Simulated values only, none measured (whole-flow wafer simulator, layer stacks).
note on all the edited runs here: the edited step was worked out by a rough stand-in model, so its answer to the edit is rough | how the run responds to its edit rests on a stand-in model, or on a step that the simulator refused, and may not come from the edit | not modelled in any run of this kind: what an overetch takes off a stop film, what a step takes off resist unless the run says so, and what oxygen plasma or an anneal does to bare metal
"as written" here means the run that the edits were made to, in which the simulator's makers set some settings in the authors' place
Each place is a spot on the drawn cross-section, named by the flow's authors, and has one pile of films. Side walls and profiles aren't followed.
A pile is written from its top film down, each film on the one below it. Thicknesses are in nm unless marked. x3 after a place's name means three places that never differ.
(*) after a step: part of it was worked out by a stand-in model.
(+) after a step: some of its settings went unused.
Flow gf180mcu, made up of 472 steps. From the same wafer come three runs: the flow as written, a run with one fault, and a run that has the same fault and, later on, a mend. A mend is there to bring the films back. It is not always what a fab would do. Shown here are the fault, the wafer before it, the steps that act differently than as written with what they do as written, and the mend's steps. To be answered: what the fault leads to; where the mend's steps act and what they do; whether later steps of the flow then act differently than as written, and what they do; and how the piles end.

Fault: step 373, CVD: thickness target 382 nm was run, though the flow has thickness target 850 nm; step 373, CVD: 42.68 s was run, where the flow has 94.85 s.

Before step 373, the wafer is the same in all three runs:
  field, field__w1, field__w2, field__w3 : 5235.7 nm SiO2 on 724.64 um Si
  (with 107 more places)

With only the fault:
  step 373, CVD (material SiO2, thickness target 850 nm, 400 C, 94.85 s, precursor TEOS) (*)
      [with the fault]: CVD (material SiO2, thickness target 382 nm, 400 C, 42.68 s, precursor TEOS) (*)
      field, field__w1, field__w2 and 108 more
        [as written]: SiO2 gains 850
        [with the fault]: SiO2 gains 392.4
  Later steps of the flow acting differently than as written (not shown: 2 more steps that differ only slightly, by at most 2% or 0.5 nm, whichever is larger):
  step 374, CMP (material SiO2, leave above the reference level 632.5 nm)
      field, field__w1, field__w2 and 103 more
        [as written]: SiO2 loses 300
        [with the fault]: nothing
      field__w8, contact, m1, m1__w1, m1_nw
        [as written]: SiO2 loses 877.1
        [with the fault]: SiO2 loses 419.5
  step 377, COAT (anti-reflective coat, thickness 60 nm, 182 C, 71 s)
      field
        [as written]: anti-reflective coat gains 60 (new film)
        [with the fault]: anti-reflective coat gains 127.1 (new film)
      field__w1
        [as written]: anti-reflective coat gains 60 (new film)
        [with the fault]: anti-reflective coat gains 88.2 (new film)
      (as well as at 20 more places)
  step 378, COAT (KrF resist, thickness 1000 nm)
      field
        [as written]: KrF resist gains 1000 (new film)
        [with the fault]: KrF resist gains 973.3 (new film)
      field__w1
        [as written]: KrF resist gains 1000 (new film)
        [with the fault]: KrF resist gains 974.8 (new film)
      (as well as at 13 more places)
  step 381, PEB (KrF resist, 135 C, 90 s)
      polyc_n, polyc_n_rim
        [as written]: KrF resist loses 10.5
        [with the fault]: KrF resist loses 12
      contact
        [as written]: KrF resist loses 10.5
        [with the fault]: KrF resist loses 9.22
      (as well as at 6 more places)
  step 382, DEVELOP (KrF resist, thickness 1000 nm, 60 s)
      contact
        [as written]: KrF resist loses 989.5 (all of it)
        [with the fault]: KrF resist loses 906.7 (all of it)
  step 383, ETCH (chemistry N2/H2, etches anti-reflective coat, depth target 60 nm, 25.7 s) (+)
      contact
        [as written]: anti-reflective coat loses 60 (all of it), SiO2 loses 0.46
        [with the fault]: anti-reflective coat loses 21.2 (all of it), SiO2 loses 1.46
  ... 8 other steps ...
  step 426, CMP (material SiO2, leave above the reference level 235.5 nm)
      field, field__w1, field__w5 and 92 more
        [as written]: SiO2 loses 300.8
        [with the fault]: SiO2 loses 288.4
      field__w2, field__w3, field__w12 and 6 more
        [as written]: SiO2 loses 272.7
        [with the fault]: SiO2 loses 259.7
  By the end, the piles at field, field__w1, field__w2 and 109 more depart from the flow's by more than 2% or 0.5 nm, whichever is larger.
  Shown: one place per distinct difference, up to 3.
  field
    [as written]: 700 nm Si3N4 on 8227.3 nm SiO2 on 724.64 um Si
    [with the fault]: 700 nm Si3N4 on 2457.8 nm SiO2 on 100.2 nm W on 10 nm TiN on 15 nm Ti on 5628.1 nm SiO2 on 724.64 um Si
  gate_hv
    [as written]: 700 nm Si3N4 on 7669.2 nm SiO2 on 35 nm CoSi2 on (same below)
    [with the fault]: 700 nm Si3N4 on 2457.8 nm SiO2 on 100.2 nm W on 10 nm TiN on 15 nm Ti on 5070 nm SiO2 on 35 nm CoSi2 on (same below)
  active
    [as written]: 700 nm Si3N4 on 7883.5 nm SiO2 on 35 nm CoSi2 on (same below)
    [with the fault]: 700 nm Si3N4 on 2457.8 nm SiO2 on 100.2 nm W on 10 nm TiN on 15 nm Ti on 5284.3 nm SiO2 on 35 nm CoSi2 on (same below)

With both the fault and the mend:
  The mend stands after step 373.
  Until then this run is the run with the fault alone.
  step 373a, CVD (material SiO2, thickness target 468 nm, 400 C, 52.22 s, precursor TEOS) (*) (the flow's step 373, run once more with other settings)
      field, field__w1, field__w2 and 108 more
        SiO2 gains 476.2
  Later steps of the flow acting differently than as written:
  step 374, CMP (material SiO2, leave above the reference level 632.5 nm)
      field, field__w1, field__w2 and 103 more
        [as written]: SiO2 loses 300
        [with the mend]: SiO2 loses 318.6
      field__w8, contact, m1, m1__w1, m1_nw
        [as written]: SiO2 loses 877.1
        [with the mend]: SiO2 loses 895.7
  At every place that both follow, the piles at the end match the flow's.
